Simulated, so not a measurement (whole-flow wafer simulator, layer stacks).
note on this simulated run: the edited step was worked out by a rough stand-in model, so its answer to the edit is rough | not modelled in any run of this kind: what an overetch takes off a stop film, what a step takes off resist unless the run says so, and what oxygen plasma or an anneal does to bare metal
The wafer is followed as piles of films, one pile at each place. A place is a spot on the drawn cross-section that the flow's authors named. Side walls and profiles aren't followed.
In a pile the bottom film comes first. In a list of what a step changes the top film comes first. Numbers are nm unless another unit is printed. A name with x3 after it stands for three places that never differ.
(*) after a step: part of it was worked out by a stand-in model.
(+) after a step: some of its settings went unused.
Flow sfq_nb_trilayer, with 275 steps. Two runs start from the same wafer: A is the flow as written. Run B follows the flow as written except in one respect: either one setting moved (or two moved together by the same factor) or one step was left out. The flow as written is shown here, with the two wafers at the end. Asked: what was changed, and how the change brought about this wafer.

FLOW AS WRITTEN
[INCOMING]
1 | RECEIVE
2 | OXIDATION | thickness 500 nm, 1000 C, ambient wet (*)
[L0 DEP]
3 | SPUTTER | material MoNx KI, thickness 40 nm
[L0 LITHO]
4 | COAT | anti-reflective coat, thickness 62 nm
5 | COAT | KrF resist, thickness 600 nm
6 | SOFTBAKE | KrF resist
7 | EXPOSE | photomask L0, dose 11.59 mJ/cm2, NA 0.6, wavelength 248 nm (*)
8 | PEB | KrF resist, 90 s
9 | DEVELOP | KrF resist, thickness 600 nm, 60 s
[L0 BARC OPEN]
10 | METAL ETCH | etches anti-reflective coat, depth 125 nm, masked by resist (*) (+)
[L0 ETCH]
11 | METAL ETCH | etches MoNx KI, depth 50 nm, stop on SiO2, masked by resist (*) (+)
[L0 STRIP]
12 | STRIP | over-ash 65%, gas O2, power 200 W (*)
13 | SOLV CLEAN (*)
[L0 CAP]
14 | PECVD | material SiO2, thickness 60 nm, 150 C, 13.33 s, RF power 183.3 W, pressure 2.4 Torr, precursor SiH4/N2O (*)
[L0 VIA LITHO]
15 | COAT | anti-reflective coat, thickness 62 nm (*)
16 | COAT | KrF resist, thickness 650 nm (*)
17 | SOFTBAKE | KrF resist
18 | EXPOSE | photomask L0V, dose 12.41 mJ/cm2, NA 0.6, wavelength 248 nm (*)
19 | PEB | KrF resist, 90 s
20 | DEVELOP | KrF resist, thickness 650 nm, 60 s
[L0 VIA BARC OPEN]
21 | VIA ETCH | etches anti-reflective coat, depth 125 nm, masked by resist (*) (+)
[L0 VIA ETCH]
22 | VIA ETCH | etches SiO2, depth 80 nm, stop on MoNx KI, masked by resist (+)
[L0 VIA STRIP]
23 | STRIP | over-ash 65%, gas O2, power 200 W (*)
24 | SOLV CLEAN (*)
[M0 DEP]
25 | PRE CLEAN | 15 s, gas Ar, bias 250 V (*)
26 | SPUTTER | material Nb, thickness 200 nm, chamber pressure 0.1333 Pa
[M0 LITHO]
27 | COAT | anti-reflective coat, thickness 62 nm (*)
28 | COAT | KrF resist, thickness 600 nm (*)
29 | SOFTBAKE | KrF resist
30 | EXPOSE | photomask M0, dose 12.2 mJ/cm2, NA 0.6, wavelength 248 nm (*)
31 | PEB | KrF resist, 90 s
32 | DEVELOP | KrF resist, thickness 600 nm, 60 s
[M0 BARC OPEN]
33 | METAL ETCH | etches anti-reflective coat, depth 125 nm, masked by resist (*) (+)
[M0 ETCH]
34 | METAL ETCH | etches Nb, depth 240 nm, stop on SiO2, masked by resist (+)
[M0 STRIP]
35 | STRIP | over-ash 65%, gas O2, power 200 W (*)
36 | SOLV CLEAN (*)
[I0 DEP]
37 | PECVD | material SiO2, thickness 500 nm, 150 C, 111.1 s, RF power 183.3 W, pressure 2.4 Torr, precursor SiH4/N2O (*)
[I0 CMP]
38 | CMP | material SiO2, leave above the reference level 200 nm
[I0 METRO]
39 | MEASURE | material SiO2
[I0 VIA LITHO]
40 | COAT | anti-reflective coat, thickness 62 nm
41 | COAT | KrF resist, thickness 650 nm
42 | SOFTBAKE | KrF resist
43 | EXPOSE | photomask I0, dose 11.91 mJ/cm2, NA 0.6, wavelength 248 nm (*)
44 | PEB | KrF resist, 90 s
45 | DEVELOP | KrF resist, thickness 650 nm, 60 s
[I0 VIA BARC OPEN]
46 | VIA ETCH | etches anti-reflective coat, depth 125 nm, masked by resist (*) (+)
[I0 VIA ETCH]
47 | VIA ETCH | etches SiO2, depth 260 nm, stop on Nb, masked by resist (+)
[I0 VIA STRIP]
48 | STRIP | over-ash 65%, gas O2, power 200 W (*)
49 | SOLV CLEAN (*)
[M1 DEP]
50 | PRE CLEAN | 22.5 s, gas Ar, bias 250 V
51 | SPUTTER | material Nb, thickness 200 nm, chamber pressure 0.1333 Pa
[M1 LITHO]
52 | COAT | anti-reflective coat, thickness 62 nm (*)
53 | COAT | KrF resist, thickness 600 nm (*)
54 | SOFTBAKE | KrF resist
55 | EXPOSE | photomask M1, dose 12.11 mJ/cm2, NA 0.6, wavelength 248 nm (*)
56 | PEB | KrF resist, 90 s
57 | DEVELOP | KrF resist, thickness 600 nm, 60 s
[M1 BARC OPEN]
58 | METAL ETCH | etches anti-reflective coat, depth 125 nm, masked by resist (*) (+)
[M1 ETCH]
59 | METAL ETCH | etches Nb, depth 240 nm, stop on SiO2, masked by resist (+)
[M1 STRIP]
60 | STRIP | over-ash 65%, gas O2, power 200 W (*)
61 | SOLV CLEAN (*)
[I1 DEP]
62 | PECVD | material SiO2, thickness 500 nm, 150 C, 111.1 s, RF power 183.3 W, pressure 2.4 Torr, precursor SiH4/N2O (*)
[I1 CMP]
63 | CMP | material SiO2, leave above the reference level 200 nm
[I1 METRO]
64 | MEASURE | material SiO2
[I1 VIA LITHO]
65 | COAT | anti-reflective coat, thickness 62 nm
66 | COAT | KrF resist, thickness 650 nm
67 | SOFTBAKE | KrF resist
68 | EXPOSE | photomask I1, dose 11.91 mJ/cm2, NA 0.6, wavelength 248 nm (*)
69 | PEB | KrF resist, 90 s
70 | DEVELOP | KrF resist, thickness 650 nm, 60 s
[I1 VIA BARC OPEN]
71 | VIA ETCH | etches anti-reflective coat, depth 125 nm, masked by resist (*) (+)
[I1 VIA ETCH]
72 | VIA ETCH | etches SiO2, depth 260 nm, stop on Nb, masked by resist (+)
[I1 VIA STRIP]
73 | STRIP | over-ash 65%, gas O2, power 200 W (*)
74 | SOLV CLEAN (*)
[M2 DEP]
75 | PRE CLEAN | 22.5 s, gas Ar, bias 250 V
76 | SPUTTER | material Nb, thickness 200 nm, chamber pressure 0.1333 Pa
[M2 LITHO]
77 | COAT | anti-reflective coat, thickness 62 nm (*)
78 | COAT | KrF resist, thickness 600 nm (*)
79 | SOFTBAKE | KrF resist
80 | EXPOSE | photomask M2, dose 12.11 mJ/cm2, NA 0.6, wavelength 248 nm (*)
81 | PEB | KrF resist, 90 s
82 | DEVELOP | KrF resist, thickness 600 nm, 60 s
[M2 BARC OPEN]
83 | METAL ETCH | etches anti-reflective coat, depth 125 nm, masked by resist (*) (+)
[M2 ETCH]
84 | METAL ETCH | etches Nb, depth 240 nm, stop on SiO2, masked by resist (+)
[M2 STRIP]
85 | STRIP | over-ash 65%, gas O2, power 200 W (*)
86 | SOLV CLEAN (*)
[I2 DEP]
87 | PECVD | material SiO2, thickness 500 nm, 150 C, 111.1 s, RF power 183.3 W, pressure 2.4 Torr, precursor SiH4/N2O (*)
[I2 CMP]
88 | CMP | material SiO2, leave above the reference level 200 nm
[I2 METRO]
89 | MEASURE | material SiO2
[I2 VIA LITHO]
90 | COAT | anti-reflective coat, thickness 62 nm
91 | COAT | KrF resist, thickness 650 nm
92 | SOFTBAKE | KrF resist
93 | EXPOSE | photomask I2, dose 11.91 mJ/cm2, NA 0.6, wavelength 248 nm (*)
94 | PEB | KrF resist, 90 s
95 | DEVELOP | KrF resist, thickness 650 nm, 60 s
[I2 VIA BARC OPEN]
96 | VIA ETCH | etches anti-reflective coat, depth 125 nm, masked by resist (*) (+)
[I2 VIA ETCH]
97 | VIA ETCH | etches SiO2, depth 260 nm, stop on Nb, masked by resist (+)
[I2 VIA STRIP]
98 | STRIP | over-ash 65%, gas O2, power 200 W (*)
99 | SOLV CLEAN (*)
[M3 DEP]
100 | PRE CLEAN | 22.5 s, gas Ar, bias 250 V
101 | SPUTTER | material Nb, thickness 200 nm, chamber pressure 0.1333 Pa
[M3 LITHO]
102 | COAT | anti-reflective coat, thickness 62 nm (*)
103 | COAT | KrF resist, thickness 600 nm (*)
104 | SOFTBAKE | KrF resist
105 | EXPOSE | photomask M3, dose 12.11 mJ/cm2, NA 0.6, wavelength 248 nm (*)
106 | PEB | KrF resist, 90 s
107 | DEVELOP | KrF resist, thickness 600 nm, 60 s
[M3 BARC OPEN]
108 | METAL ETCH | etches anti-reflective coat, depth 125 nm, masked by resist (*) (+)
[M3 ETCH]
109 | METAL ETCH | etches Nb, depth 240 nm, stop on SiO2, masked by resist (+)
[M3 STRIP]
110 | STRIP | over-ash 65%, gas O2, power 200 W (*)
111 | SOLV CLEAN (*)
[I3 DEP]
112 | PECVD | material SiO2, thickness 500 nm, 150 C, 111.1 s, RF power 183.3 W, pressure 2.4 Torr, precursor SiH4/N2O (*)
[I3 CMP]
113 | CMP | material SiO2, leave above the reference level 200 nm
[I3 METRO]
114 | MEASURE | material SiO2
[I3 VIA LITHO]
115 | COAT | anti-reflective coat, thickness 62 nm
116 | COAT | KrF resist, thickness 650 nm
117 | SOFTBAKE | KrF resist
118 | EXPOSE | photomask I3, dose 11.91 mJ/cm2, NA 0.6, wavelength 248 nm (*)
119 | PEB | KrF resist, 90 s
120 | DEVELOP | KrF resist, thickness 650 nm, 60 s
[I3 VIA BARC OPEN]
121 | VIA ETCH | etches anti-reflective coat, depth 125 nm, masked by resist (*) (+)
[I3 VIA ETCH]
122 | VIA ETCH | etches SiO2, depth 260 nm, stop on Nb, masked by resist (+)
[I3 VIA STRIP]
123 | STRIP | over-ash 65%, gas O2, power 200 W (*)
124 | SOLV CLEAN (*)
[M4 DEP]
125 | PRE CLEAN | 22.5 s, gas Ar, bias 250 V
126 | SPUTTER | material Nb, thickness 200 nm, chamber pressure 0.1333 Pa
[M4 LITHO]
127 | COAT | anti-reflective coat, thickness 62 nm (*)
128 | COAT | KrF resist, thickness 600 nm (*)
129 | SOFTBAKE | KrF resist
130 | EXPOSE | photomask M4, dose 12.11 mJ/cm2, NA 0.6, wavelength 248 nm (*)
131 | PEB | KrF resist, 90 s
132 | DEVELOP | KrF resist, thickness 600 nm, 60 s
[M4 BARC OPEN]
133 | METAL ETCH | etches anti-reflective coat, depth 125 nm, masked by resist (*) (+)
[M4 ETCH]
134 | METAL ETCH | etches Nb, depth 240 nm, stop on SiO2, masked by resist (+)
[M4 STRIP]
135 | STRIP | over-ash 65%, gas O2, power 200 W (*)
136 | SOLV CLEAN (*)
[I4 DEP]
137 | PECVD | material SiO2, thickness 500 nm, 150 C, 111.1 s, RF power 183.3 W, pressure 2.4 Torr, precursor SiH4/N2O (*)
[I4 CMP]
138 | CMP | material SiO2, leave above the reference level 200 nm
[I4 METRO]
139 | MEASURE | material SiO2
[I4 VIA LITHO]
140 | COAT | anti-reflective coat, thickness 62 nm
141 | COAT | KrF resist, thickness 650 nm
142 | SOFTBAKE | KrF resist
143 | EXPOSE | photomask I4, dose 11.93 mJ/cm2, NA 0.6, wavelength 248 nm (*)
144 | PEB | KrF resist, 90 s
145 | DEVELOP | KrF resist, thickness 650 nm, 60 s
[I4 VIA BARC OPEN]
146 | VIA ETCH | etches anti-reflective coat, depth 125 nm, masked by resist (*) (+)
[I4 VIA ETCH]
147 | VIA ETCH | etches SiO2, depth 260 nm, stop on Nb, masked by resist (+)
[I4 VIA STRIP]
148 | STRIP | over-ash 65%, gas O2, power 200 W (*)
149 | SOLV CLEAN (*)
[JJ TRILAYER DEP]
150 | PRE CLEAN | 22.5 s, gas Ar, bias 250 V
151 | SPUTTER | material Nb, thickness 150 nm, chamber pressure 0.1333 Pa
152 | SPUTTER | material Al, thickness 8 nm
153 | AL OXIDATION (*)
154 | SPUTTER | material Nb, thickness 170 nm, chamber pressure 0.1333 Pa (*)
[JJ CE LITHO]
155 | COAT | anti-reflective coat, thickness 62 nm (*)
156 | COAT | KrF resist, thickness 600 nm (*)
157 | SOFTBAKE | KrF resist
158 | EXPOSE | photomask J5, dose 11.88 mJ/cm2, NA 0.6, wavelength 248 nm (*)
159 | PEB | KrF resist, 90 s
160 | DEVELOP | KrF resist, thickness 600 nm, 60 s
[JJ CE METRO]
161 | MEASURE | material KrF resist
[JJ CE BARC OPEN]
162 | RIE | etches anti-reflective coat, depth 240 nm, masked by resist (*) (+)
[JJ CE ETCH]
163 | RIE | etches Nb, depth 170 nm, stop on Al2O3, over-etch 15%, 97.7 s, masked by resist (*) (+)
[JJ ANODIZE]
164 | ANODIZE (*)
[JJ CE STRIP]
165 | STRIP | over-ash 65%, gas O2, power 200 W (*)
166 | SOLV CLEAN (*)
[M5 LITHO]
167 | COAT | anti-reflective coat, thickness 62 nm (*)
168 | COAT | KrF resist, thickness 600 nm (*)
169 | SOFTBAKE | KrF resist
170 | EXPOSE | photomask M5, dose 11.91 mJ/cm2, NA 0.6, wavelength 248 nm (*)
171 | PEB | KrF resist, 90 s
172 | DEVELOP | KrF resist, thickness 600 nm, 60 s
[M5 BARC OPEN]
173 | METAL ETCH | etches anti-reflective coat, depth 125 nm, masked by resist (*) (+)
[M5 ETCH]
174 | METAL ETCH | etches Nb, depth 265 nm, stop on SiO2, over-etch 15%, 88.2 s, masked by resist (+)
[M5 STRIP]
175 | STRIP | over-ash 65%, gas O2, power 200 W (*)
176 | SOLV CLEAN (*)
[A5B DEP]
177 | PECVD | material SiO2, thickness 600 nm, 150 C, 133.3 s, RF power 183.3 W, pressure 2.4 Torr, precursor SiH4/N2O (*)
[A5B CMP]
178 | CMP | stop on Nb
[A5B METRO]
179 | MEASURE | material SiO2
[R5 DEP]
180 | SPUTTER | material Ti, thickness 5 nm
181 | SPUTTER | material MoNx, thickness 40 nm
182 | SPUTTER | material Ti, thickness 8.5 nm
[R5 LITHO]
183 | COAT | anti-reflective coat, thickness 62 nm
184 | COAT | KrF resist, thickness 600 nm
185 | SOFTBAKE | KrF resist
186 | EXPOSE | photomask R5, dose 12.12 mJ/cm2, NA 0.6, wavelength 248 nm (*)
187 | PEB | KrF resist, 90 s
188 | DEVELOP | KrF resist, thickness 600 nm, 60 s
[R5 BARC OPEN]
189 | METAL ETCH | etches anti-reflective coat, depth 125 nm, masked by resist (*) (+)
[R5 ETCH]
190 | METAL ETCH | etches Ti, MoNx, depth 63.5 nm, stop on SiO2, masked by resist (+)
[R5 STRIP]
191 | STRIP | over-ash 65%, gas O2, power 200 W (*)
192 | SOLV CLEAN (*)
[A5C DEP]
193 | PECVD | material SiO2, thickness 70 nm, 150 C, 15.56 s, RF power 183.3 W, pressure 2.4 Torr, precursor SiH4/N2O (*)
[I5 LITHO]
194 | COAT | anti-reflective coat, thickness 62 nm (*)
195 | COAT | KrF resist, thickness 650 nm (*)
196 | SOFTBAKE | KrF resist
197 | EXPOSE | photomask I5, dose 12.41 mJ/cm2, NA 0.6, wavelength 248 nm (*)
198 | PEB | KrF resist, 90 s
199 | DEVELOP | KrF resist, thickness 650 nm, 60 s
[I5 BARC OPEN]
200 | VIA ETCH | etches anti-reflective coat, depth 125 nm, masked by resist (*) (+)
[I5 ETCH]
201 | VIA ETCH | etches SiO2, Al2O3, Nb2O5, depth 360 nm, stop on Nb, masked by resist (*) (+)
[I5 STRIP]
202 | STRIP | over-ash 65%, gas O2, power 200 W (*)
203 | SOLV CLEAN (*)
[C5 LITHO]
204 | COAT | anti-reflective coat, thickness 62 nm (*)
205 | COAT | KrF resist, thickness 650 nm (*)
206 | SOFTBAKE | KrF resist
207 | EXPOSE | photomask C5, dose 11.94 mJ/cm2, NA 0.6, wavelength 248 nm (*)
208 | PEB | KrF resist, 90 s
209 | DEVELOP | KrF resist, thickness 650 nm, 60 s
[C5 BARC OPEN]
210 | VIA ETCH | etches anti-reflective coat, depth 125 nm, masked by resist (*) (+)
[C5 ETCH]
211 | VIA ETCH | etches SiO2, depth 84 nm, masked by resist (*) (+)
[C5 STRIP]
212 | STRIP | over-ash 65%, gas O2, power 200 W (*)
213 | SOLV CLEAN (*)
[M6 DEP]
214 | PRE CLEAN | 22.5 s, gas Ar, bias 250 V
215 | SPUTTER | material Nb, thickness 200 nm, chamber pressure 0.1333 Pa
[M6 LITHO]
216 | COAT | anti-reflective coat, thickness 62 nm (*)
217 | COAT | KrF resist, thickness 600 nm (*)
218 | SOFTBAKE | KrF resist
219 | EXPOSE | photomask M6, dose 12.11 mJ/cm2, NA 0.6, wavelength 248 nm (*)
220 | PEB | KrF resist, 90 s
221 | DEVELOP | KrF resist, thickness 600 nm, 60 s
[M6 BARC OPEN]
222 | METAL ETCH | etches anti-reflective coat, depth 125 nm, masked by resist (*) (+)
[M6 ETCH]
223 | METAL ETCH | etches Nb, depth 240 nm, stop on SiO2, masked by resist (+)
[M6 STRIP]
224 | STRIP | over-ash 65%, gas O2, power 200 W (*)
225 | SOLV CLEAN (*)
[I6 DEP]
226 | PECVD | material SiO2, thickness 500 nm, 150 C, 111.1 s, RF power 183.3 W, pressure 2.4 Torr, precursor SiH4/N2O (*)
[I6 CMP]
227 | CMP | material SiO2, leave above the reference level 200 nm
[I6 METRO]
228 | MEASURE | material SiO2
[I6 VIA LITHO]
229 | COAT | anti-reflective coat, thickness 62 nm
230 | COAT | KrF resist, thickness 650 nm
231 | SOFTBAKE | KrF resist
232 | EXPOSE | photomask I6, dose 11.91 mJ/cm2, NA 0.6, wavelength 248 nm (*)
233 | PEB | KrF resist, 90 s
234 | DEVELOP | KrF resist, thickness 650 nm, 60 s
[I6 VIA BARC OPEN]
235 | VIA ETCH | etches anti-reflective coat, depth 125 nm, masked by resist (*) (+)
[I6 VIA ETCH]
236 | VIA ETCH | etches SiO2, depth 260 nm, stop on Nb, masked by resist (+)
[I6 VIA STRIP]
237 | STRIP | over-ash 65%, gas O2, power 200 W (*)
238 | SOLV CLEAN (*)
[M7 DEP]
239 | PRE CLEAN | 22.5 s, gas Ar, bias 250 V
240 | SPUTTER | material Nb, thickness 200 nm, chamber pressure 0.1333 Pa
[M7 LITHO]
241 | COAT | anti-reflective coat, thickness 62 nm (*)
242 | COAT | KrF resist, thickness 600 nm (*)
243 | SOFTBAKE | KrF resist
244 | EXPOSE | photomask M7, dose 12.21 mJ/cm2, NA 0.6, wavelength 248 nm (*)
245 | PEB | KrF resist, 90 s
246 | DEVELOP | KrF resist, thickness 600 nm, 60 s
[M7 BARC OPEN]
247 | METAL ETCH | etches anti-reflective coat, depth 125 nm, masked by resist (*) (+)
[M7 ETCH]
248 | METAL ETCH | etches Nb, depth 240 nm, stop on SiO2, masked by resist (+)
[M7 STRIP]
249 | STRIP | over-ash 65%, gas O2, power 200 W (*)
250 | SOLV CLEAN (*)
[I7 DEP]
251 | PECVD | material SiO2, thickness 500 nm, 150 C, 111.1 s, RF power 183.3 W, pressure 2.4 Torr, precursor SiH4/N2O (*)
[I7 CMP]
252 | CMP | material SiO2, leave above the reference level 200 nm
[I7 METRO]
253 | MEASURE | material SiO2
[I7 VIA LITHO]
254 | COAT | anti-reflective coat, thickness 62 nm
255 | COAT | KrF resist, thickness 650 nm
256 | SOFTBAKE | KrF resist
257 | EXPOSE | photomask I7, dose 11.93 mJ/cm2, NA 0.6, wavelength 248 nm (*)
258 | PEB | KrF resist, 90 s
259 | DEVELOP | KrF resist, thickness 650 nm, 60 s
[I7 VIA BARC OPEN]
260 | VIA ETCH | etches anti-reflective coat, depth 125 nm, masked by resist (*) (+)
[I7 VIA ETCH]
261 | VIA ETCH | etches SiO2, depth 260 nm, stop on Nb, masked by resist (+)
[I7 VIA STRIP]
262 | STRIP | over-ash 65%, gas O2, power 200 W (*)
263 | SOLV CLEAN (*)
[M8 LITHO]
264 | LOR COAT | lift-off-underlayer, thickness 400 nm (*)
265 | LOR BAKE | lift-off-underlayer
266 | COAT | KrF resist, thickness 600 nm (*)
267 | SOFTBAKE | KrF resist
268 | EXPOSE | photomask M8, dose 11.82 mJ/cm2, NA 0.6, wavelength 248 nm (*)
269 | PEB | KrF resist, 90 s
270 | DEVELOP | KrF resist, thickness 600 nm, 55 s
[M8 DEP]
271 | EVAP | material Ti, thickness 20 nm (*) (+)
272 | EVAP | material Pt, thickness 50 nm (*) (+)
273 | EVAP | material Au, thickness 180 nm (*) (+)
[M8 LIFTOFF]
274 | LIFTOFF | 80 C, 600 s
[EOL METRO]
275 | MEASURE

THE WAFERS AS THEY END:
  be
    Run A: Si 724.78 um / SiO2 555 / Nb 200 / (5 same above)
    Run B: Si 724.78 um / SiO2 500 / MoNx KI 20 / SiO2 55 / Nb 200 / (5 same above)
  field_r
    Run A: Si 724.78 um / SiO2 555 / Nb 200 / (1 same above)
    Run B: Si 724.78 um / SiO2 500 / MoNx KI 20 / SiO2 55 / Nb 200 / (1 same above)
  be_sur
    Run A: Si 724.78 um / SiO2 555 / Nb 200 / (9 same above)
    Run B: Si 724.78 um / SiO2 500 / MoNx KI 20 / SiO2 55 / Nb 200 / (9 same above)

The reason: step 11, METAL ETCH: depth 20 nm was run, while the flow as written has depth 50 nm.

Step by step, how the change led to this:
  11 | METAL ETCH | etches MoNx KI, depth 50 nm, stop on SiO2, masked by resist (*) (+)
      v_sur, via_wl, via_w and 97 more: A MoNx KI loses 40 (all of it) | B MoNx KI loses 20
      field_l, l0_sur, l0v, l0r_line_l, l0r_line_c, l0r_line_r: A KrF resist loses 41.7 | B KrF resist loses 16.7
  12 | STRIP | over-ash 65%, gas O2, power 200 W (*)
      field_l, l0_sur, l0v, l0r_line_l, l0r_line_c, l0r_line_r: A KrF resist loses 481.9 (all of it), anti-reflective coat loses 62 (all of it) | B KrF resist loses 506.9 (all of it), anti-reflective coat loses 62 (all of it)
  14 | PECVD | material SiO2, thickness 60 nm, 150 C, 13.33 s, RF power 183.3 W, pressure 2.4 Torr, precursor SiH4/N2O (*)
      v_sur, via_wl, via_w and 97 more: A SiO2 gains 60 | B SiO2 gains 60 (new film)
  15 | COAT | anti-reflective coat, thickness 62 nm (*)
      l0r_line_l, l0r_line_c, l0r_line_r: A anti-reflective coat gains 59 (new film) | B anti-reflective coat gains 60.3 (new film)
      field_l: A anti-reflective coat gains 56.7 (new film) | B anti-reflective coat gains 59 (new film)
      (also at 4 further places)
  23 | STRIP | over-ash 65%, gas O2, power 200 W (*)
      l0r_line_l, l0r_line_c, l0r_line_r: A KrF resist loses 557 (all of it), anti-reflective coat loses 59 (all of it) | B KrF resist loses 558.4 (all of it), anti-reflective coat loses 60.3 (all of it)
      field_l: A KrF resist loses 551.4 (all of it), anti-reflective coat loses 56.7 (all of it) | B KrF resist loses 555.7 (all of it), anti-reflective coat loses 59 (all of it)
      (also at 4 further places)
  27 | COAT | anti-reflective coat, thickness 62 nm (*)
      l0r_line_l, l0r_line_c: A anti-reflective coat gains 59 (new film) | B anti-reflective coat gains 60.3 (new film)
      field_l: A anti-reflective coat gains 56.9 (new film) | B anti-reflective coat gains 59.3 (new film)
      (also at 6 further places)
  35 | STRIP | over-ash 65%, gas O2, power 200 W (*)
      l0r_line_l, l0r_line_c: A KrF resist loses 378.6 (all of it), anti-reflective coat loses 59 (all of it) | B KrF resist loses 380.5 (all of it), anti-reflective coat loses 60.3 (all of it)
      field_l: A KrF resist loses 372.9 (all of it), anti-reflective coat loses 56.9 (all of it) | B KrF resist loses 377.6 (all of it), anti-reflective coat loses 59.3 (all of it)
      (also at 6 further places)
  38 | CMP | material SiO2, leave above the reference level 200 nm
      field_l, l0_sur, l0r_line_l, l0r_line_c, l0r_line_r: A SiO2 loses 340 | B SiO2 loses 320
      l0v: A SiO2 loses 277.8 | B SiO2 loses 257.8
Taking metal films that touch as one body, be has 4 bodies (between them, from the top down: SiO2 503.2; SiO2 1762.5; SiO2 55); the flow as written gives 3 bodies (between them, from the top down: SiO2 503.2; SiO2 1762.5).
Taking metal films that touch as one body, field_r has 2 bodies (between them, from the top down: SiO2 55); the flow as written gives 1 body.
Taking metal films that touch as one body, be_sur has 5 bodies (between them, from the top down: SiO2 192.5; SiO2 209 / Al2O3 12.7 / Nb2O5 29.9; SiO2 1762.5; SiO2 55); the flow as written gives 4 bodies (between them, from the top down: SiO2 192.5; SiO2 209 / Al2O3 12.7 / Nb2O5 29.9; SiO2 1762.5).
